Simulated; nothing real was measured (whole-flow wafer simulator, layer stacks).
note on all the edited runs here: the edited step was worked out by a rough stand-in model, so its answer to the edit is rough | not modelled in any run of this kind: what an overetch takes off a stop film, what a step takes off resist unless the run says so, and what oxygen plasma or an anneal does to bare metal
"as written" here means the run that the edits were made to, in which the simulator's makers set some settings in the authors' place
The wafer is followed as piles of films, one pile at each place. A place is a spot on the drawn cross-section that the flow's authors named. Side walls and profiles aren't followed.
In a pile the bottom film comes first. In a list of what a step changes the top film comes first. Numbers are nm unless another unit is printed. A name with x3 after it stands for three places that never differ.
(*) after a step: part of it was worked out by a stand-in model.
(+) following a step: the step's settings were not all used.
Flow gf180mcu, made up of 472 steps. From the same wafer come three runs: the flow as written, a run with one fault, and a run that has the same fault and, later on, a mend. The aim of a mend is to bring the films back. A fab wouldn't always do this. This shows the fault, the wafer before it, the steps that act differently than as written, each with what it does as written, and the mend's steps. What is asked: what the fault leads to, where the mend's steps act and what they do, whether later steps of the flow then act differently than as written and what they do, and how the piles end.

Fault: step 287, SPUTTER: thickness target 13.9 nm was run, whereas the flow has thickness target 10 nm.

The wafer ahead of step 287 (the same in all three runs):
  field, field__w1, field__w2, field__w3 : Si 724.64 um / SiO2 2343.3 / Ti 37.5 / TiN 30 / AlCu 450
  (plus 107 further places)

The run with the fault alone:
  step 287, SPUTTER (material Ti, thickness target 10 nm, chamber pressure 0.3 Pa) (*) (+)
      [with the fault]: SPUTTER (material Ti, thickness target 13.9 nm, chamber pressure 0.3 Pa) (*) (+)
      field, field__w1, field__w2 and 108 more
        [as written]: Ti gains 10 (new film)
        [with the fault]: Ti gains 13.9 (new film)
  Later steps of the flow acting differently than as written (not shown: 5 more steps that differ only slightly, by at most 2% or 0.5 nm, whichever is larger):
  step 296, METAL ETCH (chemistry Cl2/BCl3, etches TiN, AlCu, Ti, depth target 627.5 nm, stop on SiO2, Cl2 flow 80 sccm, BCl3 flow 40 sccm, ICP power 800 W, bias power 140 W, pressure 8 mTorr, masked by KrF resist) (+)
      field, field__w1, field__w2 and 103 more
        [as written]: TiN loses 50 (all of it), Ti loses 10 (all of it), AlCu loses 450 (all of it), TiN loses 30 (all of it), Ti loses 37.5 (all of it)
        [with the fault]: TiN loses 50 (all of it), Ti loses 13.9 (all of it), AlCu loses 450 (all of it), TiN loses 30 (all of it), Ti loses 37.5 (all of it)
  The piles end different from the flow's at field__w8, contact, m1, m1__w1, m1_nw by more than 2% or 0.5 nm, whichever is larger.
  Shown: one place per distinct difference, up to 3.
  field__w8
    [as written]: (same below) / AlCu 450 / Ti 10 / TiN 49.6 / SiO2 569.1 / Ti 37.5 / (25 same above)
    [with the fault]: (same below) / AlCu 450 / Ti 13.9 / TiN 49.6 / SiO2 565.2 / Ti 37.5 / (25 same above)
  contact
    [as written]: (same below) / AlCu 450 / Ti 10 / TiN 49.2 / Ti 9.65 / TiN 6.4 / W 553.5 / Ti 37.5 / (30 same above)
    [with the fault]: (same below) / AlCu 450 / Ti 13.9 / TiN 49.2 / Ti 9.67 / TiN 6.42 / W 549.6 / Ti 37.5 / (30 same above)

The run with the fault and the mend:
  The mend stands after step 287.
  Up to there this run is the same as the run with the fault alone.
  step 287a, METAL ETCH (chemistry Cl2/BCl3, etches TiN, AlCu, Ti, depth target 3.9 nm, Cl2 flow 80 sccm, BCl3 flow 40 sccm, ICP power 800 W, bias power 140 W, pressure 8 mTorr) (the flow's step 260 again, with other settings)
      field, field__w1, field__w2 and 108 more
        Ti loses 3.9
  Later steps of the flow that are run all act as written at every place that is followed.
  At every place that both follow, the piles at the end match the flow's.
